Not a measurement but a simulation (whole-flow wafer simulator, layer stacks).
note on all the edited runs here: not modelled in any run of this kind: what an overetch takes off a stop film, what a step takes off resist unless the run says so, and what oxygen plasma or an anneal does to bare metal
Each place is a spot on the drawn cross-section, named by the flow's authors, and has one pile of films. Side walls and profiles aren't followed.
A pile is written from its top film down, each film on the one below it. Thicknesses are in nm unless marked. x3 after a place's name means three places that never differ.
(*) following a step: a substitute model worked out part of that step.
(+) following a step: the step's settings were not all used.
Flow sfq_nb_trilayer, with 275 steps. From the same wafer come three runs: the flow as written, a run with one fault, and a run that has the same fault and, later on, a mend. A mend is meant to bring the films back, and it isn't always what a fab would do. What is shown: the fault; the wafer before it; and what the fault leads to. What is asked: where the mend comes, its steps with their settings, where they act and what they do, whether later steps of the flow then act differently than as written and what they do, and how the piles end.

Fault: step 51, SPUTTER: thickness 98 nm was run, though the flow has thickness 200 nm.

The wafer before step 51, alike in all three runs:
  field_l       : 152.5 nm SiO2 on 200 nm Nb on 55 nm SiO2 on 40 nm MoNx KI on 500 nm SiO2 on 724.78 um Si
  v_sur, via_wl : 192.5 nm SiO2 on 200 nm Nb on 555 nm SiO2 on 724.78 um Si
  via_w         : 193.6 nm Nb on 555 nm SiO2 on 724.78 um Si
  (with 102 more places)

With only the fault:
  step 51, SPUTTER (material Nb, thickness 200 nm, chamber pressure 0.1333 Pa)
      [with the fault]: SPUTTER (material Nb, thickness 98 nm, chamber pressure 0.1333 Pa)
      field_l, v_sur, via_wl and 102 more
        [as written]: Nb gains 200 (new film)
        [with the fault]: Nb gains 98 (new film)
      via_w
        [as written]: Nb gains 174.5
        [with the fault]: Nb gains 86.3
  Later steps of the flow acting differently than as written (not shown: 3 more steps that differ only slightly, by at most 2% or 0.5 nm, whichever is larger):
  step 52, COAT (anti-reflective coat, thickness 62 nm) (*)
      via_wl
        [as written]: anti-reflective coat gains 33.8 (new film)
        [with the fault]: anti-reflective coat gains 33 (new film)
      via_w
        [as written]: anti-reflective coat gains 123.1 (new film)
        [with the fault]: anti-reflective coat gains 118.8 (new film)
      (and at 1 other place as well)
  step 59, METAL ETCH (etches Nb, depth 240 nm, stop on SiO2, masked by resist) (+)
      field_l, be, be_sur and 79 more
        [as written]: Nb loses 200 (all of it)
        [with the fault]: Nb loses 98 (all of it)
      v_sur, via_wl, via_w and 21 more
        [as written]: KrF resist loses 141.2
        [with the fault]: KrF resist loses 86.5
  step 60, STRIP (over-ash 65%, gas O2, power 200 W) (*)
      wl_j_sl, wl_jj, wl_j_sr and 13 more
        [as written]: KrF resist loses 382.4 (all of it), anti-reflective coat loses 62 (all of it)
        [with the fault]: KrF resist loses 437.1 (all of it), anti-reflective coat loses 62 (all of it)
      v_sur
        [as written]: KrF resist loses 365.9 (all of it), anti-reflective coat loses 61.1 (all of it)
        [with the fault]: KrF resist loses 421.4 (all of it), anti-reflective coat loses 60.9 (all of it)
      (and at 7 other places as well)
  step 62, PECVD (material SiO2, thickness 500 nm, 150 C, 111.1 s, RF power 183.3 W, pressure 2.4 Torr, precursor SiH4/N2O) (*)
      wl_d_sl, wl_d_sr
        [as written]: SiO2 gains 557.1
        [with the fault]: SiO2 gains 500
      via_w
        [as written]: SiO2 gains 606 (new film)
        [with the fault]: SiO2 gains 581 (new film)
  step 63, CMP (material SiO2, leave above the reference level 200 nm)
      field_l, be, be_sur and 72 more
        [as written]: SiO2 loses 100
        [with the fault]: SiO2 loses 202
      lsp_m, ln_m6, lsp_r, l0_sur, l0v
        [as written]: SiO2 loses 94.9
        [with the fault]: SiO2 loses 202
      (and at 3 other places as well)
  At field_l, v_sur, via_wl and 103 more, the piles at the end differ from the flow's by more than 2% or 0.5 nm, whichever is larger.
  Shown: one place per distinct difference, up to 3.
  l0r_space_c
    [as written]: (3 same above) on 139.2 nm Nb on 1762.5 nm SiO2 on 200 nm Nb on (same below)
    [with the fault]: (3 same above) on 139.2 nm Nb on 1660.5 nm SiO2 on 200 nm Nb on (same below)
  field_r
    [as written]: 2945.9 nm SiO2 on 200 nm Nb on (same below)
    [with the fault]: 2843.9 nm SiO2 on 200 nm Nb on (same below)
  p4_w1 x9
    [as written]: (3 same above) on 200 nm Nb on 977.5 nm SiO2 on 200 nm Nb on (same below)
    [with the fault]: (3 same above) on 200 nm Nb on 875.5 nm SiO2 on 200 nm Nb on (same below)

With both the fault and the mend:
  The mend stands after step 57.
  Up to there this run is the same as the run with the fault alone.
  step 57a, STRIP (over-ash 65%, gas O2, power 200 W) (*)
      p4_fl x3, p4_w1 x9, p4_g1 x2 and 47 more
        anti-reflective coat loses 62 (all of it)
      wl_j_sl, wl_jj, wl_j_sr and 13 more
        KrF resist loses 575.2 (all of it), anti-reflective coat loses 62 (all of it)
      r_sur, res, r_end and 8 more
        anti-reflective coat loses 61.8 (all of it)
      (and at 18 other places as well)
  step 57b, SPUTTER (material Nb, thickness 102 nm, chamber pressure 0.1333 Pa) (the flow's step 51 again, with other settings)
      field_l, v_sur, via_wl and 102 more
        Nb gains 102
      via_w
        Nb gains 83.8
  step 57c, COAT (anti-reflective coat, thickness 62 nm) (*) (the flow's step 52 again)
      p4_fl x3, p4_w1 x9, p4_g1 x2 and 63 more
        anti-reflective coat gains 62 (new film)
      r_sur, res, r_end and 9 more
        anti-reflective coat gains 61.8 (new film)
      jj_sur, ce_l, c5j, ce_r, sp_r, be_r
        anti-reflective coat gains 61.7 (new film)
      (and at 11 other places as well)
  step 57d, COAT (KrF resist, thickness 600 nm) (*) (the flow's step 53 again)
      p4_fl x3, p4_w1 x9, p4_g1 x2 and 63 more
        KrF resist gains 600 (new film)
      res, r_end, moat, field_r, l0_sur
        KrF resist gains 599.4 (new film)
      lsp_l, ln_m5, lsp_m, ln_m6, lsp_r
        KrF resist gains 599.5 (new film)
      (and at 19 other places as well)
  step 57e, SOFTBAKE (KrF resist) (the flow's step 54 again)
      does not change any film at any place that is followed
  step 57f, EXPOSE (photomask M1, dose 12.11 mJ/cm2, NA 0.6, wavelength 248 nm) (*) (the flow's step 55 again)
      does not change any film at any place that is followed
  step 57g, PEB (KrF resist, 90 s) (the flow's step 56 again)
      wire, be, be_sur and 96 more
        KrF resist loses 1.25
      field_l, via_v
        KrF resist loses 1.24
      via_wl, via_wr
        KrF resist loses 1.26
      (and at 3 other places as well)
  step 57h, DEVELOP (KrF resist, thickness 600 nm, 60 s) (the flow's step 57 again)
      p4_fl x3, p4_w1 x9, p4_g1 x2 and 47 more
        KrF resist loses 598.7 (all of it)
      v_sur, via_wl, via_w and 21 more
        KrF resist loses 23.5
      moat, field_r, lsp_l, lsp_m, ln_m6, lsp_r, l0_sur
        KrF resist loses 598.2 (all of it)
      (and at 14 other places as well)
  Every later step of the flow that is run acts as written, at every place that is followed, to within 2% or 0.5 nm, whichever is larger.
  The piles end only slightly different from the flow's at the places that both follow, by no more than 2% or 0.5 nm, whichever is larger.
